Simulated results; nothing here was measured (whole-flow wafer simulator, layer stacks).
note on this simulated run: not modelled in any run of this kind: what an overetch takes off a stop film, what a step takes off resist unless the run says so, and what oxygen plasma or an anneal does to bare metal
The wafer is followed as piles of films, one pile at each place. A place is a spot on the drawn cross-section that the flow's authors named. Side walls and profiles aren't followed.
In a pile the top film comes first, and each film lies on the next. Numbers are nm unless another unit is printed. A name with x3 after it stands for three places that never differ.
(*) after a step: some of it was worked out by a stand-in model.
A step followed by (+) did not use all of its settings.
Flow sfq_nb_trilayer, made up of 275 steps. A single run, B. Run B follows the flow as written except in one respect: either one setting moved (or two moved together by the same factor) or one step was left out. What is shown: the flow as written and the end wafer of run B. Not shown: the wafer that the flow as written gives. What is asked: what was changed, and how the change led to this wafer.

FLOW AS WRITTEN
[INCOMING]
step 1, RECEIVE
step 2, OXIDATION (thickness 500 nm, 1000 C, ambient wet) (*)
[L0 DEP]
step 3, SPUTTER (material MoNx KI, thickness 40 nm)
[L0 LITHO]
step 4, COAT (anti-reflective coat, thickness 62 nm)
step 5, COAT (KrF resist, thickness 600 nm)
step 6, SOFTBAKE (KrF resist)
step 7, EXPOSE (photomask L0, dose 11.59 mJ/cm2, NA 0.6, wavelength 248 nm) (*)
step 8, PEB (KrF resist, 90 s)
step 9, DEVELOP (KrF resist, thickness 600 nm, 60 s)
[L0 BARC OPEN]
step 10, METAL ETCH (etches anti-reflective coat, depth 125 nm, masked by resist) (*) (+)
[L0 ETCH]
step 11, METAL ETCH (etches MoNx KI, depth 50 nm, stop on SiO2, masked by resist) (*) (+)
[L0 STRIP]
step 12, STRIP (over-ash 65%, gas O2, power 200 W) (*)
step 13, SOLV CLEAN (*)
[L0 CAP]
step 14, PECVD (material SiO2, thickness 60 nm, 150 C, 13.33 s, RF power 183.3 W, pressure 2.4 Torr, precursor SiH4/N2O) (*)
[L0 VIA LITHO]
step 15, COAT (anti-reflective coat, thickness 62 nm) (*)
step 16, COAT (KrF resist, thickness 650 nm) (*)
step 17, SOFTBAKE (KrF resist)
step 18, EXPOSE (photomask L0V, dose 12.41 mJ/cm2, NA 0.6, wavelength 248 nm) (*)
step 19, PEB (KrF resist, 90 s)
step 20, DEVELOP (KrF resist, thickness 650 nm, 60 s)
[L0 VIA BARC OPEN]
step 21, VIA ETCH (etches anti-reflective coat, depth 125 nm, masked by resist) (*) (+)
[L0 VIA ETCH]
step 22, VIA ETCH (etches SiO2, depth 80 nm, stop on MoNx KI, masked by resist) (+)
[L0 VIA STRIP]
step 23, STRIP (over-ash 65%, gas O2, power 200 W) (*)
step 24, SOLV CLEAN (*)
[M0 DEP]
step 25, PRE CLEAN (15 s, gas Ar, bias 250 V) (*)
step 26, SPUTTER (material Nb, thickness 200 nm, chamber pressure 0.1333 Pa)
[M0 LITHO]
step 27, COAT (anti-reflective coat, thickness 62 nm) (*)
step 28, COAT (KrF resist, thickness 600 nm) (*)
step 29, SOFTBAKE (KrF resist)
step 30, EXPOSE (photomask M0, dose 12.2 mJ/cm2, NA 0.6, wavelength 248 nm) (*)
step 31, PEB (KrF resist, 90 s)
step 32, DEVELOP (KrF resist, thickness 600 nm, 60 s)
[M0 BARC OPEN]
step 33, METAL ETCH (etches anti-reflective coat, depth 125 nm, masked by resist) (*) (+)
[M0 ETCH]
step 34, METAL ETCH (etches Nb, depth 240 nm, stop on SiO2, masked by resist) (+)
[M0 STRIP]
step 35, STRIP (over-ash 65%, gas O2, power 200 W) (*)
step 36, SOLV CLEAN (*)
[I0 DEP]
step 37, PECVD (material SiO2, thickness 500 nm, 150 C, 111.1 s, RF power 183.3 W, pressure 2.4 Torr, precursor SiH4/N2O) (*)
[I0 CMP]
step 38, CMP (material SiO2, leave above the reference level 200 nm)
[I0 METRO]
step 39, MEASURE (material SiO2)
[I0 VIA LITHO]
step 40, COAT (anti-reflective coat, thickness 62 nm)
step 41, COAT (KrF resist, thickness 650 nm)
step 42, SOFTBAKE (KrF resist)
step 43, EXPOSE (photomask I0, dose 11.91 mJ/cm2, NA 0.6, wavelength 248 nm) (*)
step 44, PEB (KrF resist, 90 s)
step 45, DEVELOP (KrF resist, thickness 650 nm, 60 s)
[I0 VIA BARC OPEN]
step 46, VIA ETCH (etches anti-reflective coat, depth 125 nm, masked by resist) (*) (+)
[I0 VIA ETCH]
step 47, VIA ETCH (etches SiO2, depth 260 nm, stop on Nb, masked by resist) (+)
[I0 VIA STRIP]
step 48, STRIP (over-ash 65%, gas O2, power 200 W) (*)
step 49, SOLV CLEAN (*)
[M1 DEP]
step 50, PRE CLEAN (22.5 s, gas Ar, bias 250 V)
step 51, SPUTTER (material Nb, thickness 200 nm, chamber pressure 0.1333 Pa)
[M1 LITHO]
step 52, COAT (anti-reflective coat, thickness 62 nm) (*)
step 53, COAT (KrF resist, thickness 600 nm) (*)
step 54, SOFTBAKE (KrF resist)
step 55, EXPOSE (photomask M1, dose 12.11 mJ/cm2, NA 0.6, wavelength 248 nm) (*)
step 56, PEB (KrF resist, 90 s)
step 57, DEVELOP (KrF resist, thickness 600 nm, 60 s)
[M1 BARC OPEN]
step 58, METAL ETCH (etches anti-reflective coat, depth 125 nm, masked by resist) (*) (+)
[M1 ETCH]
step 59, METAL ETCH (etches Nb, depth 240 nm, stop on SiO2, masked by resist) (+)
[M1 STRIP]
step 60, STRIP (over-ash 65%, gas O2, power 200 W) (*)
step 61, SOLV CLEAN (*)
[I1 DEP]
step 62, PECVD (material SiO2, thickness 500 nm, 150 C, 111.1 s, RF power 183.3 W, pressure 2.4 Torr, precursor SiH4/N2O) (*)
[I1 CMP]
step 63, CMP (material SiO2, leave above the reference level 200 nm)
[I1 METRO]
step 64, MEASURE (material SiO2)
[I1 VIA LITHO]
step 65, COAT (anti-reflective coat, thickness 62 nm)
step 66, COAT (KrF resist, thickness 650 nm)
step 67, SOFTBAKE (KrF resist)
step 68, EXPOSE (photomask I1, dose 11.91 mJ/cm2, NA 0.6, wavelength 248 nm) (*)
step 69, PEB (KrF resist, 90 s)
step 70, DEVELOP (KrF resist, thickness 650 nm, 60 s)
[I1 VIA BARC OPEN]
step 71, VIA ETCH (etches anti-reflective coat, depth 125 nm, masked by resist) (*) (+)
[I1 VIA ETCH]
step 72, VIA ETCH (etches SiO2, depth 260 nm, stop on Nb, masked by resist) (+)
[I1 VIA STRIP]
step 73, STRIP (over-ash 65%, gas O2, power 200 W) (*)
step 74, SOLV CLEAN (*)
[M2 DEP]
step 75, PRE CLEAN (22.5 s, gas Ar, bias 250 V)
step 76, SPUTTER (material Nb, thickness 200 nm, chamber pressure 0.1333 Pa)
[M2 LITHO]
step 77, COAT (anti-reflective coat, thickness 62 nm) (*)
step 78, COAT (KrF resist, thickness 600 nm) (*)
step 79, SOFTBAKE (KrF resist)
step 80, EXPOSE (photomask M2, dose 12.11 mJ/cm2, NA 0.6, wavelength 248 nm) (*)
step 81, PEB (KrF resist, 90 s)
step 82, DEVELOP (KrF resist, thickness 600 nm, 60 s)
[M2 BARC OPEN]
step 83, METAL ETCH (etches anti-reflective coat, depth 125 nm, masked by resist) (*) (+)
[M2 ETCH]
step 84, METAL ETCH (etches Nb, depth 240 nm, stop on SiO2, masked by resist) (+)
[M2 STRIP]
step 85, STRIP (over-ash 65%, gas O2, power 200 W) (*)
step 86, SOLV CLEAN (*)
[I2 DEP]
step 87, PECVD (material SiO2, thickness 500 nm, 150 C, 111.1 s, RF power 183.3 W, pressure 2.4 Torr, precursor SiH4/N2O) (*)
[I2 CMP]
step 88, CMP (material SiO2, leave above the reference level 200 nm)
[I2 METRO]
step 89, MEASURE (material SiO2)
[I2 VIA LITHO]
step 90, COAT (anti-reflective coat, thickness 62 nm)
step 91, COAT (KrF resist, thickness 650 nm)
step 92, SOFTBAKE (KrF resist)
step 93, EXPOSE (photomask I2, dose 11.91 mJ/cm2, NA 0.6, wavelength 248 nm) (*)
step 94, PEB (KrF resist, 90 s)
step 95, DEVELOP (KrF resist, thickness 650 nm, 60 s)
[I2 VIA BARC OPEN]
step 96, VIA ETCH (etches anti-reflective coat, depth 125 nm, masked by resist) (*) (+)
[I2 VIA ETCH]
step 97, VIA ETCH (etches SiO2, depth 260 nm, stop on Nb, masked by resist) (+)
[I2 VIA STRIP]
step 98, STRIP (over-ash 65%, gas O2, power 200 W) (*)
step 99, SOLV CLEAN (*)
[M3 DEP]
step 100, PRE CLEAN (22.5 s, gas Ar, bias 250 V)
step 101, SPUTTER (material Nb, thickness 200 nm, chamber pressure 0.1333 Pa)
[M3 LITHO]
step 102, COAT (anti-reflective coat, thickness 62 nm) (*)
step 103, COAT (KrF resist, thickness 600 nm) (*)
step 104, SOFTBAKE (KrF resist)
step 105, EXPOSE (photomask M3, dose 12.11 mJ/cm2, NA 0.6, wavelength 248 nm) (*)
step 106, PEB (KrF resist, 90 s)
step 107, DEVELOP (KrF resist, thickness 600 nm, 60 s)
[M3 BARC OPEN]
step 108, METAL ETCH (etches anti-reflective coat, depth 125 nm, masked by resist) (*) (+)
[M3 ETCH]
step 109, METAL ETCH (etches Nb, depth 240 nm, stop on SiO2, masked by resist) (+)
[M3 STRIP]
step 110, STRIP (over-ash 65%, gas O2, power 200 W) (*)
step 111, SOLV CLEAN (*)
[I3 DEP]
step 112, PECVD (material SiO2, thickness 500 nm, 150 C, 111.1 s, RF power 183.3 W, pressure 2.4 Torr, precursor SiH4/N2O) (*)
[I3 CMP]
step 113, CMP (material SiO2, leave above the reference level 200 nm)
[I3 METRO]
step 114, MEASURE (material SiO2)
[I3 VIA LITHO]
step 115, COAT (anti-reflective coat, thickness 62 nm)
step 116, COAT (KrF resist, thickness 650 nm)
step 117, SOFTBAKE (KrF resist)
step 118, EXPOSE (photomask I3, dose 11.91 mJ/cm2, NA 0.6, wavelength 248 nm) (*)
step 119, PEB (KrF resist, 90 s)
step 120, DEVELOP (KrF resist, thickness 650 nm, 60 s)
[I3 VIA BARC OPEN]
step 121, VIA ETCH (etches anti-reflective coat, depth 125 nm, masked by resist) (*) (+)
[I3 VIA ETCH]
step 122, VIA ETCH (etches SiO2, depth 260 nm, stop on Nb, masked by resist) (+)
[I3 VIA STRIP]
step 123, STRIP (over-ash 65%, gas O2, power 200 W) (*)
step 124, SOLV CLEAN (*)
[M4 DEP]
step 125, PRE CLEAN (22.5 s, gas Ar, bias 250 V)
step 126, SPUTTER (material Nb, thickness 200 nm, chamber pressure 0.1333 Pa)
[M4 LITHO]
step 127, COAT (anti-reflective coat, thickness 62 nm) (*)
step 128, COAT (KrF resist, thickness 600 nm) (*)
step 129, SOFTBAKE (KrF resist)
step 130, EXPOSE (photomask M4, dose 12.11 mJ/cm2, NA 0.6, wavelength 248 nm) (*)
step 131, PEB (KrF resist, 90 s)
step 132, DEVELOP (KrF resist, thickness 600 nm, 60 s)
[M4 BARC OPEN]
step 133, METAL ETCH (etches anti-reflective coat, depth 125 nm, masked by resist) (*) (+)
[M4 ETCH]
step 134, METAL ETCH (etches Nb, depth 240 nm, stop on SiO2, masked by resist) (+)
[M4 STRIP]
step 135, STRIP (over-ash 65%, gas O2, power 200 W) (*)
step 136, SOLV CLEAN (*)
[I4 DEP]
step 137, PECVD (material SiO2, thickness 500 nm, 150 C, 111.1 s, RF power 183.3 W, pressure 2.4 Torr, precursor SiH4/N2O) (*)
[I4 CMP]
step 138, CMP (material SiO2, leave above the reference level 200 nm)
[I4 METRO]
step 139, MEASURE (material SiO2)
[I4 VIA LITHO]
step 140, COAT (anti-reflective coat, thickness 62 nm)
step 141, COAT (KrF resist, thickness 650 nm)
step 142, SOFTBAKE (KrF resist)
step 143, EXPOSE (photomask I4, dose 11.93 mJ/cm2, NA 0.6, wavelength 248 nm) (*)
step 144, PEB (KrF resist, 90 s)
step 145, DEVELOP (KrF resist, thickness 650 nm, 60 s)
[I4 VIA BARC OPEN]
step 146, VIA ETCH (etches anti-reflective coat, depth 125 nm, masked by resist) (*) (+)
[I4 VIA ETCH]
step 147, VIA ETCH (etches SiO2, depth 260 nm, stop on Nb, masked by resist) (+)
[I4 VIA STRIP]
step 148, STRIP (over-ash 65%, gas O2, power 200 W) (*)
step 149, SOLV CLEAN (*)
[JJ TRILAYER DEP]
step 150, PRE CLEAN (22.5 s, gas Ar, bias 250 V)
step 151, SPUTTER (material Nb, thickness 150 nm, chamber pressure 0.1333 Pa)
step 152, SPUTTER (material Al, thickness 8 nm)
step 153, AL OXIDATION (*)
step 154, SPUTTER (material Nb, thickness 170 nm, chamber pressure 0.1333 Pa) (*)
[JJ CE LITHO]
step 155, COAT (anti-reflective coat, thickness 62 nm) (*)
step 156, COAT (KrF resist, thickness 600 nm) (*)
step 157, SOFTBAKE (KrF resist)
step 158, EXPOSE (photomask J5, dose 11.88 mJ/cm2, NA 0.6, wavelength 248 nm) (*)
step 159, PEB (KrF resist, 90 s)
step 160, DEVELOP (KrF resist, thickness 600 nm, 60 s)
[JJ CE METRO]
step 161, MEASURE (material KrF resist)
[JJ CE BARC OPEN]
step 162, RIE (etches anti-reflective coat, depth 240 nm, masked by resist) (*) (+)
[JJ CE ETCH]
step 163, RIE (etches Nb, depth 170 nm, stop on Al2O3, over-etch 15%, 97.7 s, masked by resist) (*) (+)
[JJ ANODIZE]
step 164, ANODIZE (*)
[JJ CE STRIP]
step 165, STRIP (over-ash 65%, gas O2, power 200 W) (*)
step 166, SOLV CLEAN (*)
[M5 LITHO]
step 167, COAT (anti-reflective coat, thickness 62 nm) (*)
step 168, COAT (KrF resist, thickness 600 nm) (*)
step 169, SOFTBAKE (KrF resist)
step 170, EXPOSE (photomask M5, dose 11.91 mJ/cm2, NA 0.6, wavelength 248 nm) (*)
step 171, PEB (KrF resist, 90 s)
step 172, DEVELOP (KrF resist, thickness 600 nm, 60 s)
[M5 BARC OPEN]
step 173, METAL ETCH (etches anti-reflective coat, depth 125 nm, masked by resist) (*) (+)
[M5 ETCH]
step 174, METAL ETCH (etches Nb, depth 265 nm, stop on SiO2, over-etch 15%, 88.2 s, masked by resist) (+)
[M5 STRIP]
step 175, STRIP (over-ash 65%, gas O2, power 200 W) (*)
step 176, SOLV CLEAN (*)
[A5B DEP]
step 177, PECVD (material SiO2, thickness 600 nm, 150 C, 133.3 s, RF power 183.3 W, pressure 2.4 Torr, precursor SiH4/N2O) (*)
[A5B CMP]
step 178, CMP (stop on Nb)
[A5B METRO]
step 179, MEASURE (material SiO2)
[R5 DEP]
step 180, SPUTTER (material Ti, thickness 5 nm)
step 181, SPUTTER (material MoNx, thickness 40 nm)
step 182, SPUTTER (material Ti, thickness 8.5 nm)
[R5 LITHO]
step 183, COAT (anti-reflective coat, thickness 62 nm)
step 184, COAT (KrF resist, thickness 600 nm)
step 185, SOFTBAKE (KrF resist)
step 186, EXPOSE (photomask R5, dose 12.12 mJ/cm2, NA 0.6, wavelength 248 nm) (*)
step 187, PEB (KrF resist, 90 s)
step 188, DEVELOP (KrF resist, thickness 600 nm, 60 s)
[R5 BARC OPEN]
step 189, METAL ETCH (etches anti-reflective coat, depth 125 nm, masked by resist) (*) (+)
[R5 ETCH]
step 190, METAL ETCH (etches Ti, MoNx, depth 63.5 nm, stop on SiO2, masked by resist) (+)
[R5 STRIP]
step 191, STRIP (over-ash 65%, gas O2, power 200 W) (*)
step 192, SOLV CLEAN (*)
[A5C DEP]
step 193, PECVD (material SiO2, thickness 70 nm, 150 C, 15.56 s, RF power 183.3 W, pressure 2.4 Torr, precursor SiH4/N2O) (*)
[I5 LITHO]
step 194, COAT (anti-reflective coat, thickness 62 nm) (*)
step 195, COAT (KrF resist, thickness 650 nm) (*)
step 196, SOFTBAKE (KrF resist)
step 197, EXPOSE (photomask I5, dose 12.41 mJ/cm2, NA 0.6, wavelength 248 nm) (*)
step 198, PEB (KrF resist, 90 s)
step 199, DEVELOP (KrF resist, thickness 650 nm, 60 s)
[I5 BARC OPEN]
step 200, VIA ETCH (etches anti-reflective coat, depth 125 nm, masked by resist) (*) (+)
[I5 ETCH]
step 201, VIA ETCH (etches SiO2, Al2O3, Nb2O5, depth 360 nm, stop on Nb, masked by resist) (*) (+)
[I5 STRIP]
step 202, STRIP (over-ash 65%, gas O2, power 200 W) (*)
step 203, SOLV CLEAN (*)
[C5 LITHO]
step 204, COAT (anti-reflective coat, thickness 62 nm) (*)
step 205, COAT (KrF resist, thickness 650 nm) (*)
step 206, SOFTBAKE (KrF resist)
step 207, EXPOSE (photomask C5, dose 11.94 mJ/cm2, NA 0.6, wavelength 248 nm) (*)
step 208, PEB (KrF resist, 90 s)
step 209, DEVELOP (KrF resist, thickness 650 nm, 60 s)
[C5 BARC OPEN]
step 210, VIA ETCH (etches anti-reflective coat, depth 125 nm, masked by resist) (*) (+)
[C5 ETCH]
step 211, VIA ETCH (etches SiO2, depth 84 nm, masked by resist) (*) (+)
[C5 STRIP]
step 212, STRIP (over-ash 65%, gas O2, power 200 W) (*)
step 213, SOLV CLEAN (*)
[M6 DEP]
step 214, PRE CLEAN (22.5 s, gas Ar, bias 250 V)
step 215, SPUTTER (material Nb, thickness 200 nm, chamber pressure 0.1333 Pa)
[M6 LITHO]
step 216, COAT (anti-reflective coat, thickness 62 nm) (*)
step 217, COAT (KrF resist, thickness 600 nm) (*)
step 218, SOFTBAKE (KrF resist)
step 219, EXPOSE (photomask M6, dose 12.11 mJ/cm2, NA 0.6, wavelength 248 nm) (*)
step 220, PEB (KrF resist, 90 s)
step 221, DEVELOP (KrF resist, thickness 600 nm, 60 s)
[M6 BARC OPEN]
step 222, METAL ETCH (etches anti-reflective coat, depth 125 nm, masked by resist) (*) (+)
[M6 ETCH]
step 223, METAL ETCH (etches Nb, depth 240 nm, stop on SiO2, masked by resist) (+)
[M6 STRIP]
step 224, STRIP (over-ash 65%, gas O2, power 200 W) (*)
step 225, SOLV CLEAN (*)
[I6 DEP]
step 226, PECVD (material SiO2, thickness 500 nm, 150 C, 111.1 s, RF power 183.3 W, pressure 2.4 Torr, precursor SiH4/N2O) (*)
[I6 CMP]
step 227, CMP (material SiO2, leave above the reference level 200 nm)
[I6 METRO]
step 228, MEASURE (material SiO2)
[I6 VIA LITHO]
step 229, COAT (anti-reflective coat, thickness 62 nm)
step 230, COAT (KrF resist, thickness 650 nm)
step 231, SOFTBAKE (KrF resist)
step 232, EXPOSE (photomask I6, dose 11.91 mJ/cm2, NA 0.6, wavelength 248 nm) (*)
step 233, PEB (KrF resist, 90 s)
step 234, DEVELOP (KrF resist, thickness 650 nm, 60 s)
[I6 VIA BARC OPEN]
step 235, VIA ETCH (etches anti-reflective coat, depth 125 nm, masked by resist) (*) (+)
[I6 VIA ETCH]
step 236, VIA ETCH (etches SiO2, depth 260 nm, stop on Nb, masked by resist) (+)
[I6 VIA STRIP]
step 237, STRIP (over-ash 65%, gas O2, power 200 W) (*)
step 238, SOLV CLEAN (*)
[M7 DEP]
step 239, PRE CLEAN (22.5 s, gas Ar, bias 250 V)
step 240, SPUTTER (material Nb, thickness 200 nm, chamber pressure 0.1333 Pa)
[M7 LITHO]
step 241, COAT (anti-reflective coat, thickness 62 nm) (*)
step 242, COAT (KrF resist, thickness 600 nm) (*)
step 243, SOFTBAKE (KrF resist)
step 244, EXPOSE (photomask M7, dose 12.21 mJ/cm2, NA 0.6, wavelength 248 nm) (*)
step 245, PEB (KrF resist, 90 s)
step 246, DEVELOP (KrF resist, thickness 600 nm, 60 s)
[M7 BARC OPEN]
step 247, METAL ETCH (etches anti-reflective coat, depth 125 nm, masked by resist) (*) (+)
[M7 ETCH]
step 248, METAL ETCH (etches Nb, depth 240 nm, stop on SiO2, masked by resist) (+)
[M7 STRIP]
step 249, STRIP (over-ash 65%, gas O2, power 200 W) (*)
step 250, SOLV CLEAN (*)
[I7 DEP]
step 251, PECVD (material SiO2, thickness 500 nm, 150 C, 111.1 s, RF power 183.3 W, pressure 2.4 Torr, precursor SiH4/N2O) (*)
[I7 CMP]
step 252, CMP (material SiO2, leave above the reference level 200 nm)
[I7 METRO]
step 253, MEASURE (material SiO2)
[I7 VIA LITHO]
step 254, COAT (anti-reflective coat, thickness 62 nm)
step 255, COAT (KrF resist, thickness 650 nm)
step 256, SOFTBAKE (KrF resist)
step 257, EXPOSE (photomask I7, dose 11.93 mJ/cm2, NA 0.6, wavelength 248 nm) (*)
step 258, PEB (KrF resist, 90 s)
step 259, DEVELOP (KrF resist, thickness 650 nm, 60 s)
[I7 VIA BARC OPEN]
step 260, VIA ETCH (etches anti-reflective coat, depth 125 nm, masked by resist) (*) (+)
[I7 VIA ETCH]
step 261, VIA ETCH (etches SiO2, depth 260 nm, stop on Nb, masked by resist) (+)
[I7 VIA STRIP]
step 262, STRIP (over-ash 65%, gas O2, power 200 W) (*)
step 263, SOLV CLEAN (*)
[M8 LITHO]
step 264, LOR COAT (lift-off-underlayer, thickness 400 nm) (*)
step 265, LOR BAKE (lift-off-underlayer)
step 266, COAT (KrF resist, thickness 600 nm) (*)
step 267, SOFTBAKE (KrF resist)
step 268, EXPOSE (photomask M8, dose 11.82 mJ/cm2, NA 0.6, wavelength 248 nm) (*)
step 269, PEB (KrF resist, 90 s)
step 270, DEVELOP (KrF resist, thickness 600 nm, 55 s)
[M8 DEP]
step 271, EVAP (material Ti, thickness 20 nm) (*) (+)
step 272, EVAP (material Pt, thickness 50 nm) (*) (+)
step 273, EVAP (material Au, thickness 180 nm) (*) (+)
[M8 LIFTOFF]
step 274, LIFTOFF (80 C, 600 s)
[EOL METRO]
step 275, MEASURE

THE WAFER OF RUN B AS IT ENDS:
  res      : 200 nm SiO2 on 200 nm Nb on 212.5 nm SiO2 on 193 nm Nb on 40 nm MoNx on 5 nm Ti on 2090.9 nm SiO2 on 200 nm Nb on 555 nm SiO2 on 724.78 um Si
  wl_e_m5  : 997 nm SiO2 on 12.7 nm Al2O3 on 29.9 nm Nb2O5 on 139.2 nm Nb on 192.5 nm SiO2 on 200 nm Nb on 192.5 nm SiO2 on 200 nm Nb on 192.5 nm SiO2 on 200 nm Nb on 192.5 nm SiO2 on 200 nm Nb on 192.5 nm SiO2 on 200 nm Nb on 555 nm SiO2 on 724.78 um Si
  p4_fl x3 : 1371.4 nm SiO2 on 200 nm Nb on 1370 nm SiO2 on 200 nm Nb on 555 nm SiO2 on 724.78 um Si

The reason: step 214, PRE CLEAN: 36 s was run, whereas the flow has 22.5 s.

Step by step, how the change led to this:
  step 214, PRE CLEAN (22.5 s, gas Ar, bias 250 V)
      res: -8.5 Ti (all of it) (in the flow as written it would be: -4.53 Ti)
      field_l, v_sur, via_wl and 100 more: -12 SiO2 (in the flow as written it would be: -7.5 SiO2)
      (as well as at 2 more places)
